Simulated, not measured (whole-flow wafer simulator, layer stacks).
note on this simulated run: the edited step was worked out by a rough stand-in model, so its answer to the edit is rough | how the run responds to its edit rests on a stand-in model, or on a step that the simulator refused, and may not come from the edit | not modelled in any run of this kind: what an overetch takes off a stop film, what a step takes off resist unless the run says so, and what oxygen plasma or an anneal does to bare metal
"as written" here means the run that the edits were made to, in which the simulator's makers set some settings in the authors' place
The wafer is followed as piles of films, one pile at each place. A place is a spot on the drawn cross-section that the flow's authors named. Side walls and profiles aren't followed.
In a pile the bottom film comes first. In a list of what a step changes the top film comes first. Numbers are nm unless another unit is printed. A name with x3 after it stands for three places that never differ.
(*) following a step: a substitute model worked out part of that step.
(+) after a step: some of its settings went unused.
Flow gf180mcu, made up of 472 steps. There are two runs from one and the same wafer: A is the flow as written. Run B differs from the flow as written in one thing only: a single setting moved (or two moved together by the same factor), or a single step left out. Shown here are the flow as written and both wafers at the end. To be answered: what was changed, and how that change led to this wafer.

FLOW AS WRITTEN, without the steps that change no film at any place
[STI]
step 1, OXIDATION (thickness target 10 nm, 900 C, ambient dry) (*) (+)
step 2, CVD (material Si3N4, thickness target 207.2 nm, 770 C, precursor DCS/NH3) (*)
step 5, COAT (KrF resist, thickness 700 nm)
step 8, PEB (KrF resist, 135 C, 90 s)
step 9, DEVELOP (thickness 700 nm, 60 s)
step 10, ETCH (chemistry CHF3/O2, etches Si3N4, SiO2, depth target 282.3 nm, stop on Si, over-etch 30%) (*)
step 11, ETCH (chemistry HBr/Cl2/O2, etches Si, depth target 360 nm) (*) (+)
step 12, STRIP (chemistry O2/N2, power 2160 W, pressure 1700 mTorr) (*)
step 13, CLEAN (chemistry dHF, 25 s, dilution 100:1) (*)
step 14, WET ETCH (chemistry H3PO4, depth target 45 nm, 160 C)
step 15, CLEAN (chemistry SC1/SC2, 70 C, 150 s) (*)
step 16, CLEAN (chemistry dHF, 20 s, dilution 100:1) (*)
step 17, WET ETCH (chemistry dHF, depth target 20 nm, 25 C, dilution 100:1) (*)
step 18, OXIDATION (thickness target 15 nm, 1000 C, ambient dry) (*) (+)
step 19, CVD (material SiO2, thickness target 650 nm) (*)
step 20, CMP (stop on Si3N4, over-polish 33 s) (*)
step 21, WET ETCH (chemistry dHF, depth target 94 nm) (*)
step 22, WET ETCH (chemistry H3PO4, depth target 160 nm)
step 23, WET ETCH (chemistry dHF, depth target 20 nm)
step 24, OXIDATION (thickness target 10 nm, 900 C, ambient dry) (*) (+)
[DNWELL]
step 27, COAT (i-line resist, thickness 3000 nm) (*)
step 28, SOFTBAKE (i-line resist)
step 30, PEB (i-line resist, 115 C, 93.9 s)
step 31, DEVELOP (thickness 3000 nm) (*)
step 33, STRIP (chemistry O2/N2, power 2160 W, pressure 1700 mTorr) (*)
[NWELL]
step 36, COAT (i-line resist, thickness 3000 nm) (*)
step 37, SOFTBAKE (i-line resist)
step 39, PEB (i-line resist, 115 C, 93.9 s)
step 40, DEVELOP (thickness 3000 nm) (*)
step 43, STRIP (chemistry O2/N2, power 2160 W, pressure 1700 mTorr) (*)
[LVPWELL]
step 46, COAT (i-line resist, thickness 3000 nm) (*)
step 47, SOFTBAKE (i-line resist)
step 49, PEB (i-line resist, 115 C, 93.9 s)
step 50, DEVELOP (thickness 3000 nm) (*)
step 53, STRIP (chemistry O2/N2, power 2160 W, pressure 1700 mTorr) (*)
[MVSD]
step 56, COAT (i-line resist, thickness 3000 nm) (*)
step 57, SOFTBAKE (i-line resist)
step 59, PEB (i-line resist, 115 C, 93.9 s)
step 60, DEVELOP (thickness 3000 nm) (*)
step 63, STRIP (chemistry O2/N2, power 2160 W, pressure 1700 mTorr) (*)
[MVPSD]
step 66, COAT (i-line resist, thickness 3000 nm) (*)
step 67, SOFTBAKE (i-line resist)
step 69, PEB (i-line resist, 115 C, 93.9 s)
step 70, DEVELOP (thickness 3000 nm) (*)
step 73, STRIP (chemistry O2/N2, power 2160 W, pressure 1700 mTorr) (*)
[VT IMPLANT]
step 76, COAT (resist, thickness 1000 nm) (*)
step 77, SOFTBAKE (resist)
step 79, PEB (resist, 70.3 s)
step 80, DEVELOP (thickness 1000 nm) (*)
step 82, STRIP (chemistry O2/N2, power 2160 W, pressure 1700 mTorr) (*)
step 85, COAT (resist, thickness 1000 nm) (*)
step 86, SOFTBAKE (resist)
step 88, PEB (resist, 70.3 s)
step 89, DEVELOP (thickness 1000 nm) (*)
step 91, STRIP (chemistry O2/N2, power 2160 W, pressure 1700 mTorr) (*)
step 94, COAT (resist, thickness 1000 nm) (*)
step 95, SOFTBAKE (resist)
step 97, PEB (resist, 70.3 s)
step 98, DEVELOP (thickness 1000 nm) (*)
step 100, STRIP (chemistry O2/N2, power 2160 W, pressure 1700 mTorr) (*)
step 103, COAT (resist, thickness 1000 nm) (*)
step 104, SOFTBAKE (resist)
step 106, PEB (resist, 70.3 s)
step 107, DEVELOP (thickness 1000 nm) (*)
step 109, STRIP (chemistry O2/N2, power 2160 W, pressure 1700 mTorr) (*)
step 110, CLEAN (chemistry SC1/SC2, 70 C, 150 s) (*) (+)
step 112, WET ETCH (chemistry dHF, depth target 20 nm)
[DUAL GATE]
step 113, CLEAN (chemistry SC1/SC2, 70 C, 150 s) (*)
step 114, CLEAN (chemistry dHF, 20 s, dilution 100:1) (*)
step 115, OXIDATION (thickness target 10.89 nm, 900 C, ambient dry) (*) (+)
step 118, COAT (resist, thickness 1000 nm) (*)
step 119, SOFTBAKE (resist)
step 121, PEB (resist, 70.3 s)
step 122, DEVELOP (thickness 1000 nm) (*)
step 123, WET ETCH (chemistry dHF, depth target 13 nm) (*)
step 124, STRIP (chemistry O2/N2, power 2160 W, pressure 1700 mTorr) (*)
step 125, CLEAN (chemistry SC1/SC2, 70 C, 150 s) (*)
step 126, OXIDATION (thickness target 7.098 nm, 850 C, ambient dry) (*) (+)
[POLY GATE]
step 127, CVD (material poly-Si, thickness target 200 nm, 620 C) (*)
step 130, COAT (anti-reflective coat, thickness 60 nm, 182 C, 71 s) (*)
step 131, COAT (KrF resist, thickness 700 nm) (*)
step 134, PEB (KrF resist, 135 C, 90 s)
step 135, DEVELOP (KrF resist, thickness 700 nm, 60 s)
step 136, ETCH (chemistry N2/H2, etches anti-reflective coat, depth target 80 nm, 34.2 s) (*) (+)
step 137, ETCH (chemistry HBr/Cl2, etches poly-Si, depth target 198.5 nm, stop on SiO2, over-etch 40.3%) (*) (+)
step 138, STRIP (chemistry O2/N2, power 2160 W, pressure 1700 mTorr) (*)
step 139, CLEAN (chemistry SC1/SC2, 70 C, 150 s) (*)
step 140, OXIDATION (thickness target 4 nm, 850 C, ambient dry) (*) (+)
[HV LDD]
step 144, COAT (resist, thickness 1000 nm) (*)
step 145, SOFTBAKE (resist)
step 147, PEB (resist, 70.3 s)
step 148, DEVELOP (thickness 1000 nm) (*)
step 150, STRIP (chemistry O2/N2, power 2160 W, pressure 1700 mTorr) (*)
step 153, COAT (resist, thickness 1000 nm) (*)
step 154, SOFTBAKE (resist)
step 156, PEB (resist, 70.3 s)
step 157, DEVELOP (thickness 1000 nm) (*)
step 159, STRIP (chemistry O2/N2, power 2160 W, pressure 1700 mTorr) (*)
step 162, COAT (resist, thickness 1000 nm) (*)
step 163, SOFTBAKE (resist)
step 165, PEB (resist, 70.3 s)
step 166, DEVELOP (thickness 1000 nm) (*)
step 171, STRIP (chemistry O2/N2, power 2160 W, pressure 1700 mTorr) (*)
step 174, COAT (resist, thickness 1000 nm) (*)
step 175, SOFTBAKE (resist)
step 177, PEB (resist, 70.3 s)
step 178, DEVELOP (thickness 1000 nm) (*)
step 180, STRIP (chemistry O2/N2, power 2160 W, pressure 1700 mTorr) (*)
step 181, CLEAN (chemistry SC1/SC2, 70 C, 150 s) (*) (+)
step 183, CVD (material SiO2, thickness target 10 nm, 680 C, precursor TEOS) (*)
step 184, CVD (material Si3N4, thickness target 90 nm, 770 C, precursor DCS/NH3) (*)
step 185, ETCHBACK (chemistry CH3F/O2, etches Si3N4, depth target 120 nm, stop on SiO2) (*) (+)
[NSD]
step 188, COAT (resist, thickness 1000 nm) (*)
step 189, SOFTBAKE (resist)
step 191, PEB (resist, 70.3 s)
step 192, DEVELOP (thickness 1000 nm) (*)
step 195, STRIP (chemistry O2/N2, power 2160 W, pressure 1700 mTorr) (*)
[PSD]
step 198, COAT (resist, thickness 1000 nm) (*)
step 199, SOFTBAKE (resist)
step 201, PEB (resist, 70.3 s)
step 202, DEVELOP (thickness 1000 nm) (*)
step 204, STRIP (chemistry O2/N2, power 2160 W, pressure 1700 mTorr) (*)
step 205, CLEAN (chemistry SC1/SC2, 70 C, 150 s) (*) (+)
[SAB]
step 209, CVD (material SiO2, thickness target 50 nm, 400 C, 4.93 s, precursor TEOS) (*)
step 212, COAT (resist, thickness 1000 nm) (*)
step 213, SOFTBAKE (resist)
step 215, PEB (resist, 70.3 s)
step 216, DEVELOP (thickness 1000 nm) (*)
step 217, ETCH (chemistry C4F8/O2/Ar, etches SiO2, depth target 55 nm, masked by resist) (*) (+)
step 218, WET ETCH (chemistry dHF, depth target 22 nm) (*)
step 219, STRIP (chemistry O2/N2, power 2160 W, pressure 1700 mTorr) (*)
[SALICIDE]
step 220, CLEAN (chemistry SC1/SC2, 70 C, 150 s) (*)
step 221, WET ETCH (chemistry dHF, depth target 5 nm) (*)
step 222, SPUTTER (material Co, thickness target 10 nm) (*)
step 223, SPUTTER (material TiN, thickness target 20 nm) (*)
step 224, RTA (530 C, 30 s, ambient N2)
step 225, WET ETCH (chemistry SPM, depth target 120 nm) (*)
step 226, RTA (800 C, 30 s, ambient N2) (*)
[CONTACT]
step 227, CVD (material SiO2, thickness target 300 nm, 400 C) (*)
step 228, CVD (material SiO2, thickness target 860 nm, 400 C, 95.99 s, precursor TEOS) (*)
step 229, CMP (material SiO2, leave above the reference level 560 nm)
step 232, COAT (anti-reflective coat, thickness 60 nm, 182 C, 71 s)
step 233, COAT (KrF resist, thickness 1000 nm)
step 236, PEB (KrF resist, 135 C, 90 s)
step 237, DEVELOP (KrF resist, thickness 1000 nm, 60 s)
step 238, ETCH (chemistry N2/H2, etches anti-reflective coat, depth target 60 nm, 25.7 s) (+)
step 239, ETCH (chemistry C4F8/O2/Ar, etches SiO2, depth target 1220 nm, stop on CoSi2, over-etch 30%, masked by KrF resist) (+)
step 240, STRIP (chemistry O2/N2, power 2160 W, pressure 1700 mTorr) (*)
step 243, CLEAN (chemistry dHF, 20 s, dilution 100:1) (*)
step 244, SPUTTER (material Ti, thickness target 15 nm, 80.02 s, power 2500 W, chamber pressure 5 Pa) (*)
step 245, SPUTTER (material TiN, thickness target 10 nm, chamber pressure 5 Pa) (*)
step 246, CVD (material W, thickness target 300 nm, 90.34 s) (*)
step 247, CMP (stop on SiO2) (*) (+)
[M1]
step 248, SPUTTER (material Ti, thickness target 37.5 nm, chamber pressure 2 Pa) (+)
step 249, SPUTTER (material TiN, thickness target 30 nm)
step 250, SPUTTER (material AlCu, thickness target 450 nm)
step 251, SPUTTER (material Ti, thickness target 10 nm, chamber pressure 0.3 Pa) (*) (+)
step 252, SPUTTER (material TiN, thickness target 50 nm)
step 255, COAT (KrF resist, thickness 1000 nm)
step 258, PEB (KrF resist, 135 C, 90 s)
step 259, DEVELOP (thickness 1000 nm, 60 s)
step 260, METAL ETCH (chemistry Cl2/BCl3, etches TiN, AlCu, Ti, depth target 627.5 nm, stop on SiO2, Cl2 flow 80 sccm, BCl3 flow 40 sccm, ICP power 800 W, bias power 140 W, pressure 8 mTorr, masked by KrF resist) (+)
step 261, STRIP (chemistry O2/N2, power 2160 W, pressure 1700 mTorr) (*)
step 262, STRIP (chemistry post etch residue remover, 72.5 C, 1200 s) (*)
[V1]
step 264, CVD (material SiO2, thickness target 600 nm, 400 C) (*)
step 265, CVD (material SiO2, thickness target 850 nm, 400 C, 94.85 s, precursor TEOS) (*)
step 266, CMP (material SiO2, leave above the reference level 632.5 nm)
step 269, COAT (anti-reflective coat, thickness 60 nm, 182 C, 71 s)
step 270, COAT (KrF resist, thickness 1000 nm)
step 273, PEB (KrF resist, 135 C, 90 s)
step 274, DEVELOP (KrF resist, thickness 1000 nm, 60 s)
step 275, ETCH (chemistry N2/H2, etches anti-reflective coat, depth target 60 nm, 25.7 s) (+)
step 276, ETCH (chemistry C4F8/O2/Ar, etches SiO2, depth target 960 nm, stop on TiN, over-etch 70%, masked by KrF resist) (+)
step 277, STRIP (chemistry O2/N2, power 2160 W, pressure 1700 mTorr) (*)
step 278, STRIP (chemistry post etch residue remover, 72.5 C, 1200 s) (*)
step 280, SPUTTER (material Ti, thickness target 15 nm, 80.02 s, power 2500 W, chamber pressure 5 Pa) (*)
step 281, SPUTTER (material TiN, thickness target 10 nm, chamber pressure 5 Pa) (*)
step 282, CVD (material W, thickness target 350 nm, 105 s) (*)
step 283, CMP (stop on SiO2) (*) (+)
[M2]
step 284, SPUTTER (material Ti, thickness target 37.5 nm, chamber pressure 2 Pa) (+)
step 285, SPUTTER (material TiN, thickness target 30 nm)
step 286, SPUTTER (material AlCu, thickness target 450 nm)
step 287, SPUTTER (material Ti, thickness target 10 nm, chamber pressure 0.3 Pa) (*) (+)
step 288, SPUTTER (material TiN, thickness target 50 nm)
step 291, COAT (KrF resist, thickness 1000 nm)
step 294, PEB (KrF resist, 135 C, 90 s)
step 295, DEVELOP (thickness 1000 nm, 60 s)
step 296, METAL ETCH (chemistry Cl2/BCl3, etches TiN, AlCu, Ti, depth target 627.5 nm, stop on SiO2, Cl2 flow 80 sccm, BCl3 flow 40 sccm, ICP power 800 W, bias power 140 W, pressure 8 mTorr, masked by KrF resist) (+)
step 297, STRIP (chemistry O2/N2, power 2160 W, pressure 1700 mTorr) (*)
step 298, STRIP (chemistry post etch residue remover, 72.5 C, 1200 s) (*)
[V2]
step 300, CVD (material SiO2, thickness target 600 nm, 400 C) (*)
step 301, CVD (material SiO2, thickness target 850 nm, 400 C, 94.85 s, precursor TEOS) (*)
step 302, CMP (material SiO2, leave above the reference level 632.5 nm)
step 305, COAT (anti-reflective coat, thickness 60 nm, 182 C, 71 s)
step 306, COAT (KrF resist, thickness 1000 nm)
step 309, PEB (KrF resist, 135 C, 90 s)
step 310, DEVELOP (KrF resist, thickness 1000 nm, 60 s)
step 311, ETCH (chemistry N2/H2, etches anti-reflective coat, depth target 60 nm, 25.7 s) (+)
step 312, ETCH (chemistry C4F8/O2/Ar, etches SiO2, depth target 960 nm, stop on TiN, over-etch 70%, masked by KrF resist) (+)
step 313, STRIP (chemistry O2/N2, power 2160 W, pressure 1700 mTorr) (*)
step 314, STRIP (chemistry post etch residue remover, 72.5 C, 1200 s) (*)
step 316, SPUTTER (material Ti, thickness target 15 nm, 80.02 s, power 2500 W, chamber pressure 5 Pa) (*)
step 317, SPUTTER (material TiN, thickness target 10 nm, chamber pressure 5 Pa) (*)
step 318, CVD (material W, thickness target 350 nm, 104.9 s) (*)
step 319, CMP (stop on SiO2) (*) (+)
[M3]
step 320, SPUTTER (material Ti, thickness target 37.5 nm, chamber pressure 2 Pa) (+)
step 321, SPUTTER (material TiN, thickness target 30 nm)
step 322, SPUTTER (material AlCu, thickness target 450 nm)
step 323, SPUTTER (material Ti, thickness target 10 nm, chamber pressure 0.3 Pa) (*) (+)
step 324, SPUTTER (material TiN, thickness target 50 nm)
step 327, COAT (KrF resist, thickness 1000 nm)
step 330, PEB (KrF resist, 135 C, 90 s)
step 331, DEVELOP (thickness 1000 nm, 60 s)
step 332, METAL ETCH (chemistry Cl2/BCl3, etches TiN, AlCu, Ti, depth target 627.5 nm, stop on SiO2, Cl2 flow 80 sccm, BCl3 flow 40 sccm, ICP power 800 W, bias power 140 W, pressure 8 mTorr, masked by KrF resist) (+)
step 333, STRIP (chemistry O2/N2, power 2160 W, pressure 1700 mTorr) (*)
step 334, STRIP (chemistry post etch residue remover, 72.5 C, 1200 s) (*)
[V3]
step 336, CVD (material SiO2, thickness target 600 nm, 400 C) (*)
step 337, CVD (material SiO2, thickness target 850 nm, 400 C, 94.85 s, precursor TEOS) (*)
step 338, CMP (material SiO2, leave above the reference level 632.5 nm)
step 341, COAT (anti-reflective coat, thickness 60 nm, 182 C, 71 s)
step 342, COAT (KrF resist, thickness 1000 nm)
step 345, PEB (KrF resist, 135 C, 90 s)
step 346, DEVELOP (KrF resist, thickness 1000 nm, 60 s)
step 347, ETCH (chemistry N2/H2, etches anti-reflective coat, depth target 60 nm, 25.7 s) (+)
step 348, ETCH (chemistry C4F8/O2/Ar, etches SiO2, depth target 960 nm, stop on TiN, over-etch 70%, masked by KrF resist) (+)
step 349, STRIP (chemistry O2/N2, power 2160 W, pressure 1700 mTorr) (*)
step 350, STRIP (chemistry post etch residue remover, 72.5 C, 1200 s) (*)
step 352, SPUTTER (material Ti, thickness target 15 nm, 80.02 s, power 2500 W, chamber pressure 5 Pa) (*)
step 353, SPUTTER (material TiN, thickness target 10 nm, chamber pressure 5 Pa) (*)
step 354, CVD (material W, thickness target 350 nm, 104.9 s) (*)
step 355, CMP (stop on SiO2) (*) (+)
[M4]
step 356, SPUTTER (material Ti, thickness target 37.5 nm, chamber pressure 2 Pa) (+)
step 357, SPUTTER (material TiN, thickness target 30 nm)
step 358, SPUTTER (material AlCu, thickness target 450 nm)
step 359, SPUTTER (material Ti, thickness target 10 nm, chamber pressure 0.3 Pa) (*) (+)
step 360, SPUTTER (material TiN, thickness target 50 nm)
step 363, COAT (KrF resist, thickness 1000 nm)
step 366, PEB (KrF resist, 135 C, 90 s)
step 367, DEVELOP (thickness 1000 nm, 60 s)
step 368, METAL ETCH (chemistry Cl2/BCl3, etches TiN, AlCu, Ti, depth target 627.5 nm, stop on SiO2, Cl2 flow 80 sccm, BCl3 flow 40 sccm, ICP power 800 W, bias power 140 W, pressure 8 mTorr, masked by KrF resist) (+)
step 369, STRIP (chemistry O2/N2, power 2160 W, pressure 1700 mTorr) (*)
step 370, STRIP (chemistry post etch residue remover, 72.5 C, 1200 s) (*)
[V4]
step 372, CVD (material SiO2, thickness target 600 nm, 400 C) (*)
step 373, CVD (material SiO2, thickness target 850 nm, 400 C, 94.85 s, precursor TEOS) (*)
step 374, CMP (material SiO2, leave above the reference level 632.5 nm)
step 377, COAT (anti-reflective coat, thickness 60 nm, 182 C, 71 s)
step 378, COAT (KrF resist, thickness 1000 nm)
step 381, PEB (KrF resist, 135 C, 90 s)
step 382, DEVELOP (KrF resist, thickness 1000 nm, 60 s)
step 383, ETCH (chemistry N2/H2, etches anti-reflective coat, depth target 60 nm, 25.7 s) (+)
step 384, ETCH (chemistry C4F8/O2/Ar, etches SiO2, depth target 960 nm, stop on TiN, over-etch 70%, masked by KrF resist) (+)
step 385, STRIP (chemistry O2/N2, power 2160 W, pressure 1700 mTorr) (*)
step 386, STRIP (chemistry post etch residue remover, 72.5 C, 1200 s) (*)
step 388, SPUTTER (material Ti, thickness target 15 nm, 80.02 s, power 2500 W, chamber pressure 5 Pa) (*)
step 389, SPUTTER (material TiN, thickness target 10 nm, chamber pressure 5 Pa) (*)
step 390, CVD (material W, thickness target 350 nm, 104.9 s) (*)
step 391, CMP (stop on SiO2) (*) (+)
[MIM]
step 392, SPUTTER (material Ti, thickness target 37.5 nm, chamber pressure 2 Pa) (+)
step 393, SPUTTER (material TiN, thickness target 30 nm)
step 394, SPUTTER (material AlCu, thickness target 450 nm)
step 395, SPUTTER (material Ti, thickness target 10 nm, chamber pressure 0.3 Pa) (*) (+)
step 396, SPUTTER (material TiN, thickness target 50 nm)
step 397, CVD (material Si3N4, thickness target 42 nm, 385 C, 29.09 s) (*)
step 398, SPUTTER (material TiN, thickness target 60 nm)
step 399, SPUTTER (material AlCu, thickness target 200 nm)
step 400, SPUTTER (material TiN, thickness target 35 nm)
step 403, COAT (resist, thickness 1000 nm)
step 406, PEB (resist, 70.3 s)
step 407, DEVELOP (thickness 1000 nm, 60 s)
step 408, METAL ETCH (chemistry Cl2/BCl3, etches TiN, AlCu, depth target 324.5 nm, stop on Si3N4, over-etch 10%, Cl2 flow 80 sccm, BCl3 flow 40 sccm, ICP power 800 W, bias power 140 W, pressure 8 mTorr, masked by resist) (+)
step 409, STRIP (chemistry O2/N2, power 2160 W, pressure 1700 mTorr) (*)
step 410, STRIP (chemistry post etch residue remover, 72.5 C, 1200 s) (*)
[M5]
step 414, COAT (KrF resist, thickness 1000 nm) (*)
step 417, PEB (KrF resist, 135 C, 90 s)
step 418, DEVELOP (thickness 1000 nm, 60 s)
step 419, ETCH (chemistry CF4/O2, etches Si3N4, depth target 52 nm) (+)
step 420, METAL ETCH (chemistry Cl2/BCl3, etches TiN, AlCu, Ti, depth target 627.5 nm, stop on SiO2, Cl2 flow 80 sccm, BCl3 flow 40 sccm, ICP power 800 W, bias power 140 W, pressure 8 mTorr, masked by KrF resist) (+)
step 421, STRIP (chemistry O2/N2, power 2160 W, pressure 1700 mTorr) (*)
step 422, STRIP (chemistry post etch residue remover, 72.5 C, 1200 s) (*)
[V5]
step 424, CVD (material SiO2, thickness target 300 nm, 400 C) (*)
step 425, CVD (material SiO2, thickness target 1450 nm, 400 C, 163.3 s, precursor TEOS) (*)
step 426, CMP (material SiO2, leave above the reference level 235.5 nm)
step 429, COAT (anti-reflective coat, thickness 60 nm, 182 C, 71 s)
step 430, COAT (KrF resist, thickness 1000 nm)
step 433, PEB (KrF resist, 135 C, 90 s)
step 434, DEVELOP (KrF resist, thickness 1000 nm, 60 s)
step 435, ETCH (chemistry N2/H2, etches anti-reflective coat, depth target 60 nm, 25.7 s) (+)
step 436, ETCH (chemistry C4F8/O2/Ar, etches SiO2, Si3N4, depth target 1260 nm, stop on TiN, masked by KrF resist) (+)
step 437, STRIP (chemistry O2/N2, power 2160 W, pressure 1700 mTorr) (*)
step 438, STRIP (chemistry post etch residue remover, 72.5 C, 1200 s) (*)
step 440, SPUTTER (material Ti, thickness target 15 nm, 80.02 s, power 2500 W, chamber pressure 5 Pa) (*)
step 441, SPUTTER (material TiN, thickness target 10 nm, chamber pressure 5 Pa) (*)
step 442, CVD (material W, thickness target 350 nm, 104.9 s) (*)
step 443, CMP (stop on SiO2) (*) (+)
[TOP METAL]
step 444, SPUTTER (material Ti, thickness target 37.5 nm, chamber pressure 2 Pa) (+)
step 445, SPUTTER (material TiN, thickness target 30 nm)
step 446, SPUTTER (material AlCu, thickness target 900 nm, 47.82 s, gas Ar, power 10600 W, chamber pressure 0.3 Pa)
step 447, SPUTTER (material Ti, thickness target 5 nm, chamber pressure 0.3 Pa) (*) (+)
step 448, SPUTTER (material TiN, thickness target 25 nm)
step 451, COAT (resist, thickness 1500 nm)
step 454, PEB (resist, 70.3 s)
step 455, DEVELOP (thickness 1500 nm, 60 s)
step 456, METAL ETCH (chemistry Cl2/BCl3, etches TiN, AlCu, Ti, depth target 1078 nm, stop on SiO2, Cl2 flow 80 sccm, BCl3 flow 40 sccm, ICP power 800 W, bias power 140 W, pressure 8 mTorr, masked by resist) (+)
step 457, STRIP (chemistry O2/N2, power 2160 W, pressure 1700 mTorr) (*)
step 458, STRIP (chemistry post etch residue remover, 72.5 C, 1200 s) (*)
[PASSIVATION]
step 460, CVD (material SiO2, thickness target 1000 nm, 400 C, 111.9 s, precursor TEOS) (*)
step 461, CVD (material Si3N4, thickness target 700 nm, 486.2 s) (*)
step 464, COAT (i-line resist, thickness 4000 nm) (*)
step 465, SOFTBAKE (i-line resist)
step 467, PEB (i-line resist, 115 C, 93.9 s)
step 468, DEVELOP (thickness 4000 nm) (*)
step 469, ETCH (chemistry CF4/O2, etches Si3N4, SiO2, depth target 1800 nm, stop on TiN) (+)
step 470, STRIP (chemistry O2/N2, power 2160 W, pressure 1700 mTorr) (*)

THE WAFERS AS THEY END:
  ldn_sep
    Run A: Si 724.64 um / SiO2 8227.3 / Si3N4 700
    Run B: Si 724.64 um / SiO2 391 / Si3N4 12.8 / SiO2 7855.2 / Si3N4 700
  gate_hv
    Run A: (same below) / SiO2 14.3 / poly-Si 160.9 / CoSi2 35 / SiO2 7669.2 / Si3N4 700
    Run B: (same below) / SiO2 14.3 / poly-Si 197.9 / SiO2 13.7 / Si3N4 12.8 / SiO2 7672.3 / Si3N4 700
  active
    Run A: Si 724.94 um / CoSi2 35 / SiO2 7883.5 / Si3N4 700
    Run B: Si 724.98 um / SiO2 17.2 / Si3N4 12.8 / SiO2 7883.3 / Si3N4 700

Cause: step 184, CVD: thickness target 137 nm was run, though the flow has thickness target 90 nm.

Step by step, how the change led to this:
  step 184, CVD (material Si3N4, thickness target 90 nm, 770 C, precursor DCS/NH3) (*)
      field, field__w1, field__w2 and 101 more: A +90 Si3N4 (new film) | B +137 Si3N4 (new film)
  step 185, ETCHBACK (chemistry CH3F/O2, etches Si3N4, depth target 120 nm, stop on SiO2) (*) (+)
      field, field__w1, field__w2 and 100 more: A -90 Si3N4 (all of it), -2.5 SiO2 | B -120 Si3N4
  step 188, COAT (resist, thickness 1000 nm) (*)
      field__w9: A +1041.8 resist (new film) | B +1063.2 resist (new film)
      spacer: A +920.2 resist (new film) | B +893.1 resist (new film)
  step 189, SOFTBAKE (resist)
      field__w9: A +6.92 resist | B -3.03 resist
      field__w11: A +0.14 resist | B -0.41 resist
      (and at 25 other places as well)
  step 192, DEVELOP (thickness 1000 nm) (*)
      spacer: A -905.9 resist (all of it) | B -879.3 resist (all of it)
  step 198, COAT (resist, thickness 1000 nm) (*)
      field__w9: A +1041.8 resist (new film) | B +1063.2 resist (new film)
      spacer: A +920.2 resist (new film) | B +893.1 resist (new film)
  step 199, SOFTBAKE (resist)
      field__w9: A +6.92 resist | B -3.02 resist
      field__w11: A +0.14 resist | B -0.41 resist
      (and at 26 other places as well)
  step 204, STRIP (chemistry O2/N2, power 2160 W, pressure 1700 mTorr) (*)
      spacer: A -905.9 resist (all of it) | B -879.3 resist (all of it)
  step 205, CLEAN (chemistry SC1/SC2, 70 C, 150 s) (*) (+)
      field, field__w1, field__w2 and 105 more: A -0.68 SiO2 | B -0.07 Si3N4
  step 209, CVD (material SiO2, thickness target 50 nm, 400 C, 4.93 s, precursor TEOS) (*)
      field, field__w7, field__w8 and 73 more: A +50 SiO2 | B +50 SiO2 (new film)
      field_sub, field_sub__w2, ld_drn_n, ld_sd_p: A +48.8 SiO2 | B +48.7 SiO2 (new film)
      (and at 28 other places as well)
  step 212, COAT (resist, thickness 1000 nm) (*)
      spacer: A +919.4 resist (new film) | B +892.5 resist (new film)
  step 213, SOFTBAKE (resist)
      npoly_sal: A -0.55 resist | B +0.47 resist
      field__w1: A +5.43 resist | B +5.96 resist
      (and at 17 other places as well)
  step 216, DEVELOP (thickness 1000 nm) (*)
      spacer: A -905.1 resist (all of it) | B -878.8 resist (all of it)
  step 217, ETCH (chemistry C4F8/O2/Ar, etches SiO2, depth target 55 nm, masked by resist) (*) (+)
      field, field__w7, field__w8 and 70 more: A -55 SiO2 | B -50 SiO2 (all of it), -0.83 Si3N4
      field__w1, m1, nw_enc_fld_lv__w3: A -55 SiO2 | B -49.2 SiO2 (all of it), -0.97 Si3N4
      (and at 23 other places as well)
  step 218, WET ETCH (chemistry dHF, depth target 22 nm) (*)
      gate, gate_hv, gate_p and 23 more: A -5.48 SiO2 (all of it) | B -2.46 Si3N4
      field, field__w10, sti and 14 more: A -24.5 SiO2 | B -2.46 Si3N4
      (and at 56 other places as well)
  step 219, STRIP (chemistry O2/N2, power 2160 W, pressure 1700 mTorr) (*)
      gate, gate_hv, gate_p and 23 more: A +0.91 chemical SiO2 (new film), -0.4 poly-Si | B nothing
      active, p_well, sd_n and 20 more: A +0.91 chemical SiO2 (new film), -0.4 Si | B nothing
  ... 14 other steps ...
  step 471, ANNEAL (400 C, 1800 s, ambient N2/H2)
      polyc_n, polyc_p: A nothing | B under 9 films: +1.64 void (new film), -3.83 Ti, +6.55 TiSi first (new film), -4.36 poly-Si
      contact: A nothing | B under 49 films: +1.62 void (new film), -3.83 Ti, +6.55 TiSi first (new film), -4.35 Si
Taking metal films that touch as one body, gate_hv has 0 bodies; the flow as written gives 1 body.
Taking metal films that touch as one body, active has 0 bodies; the flow as written gives 1 body.
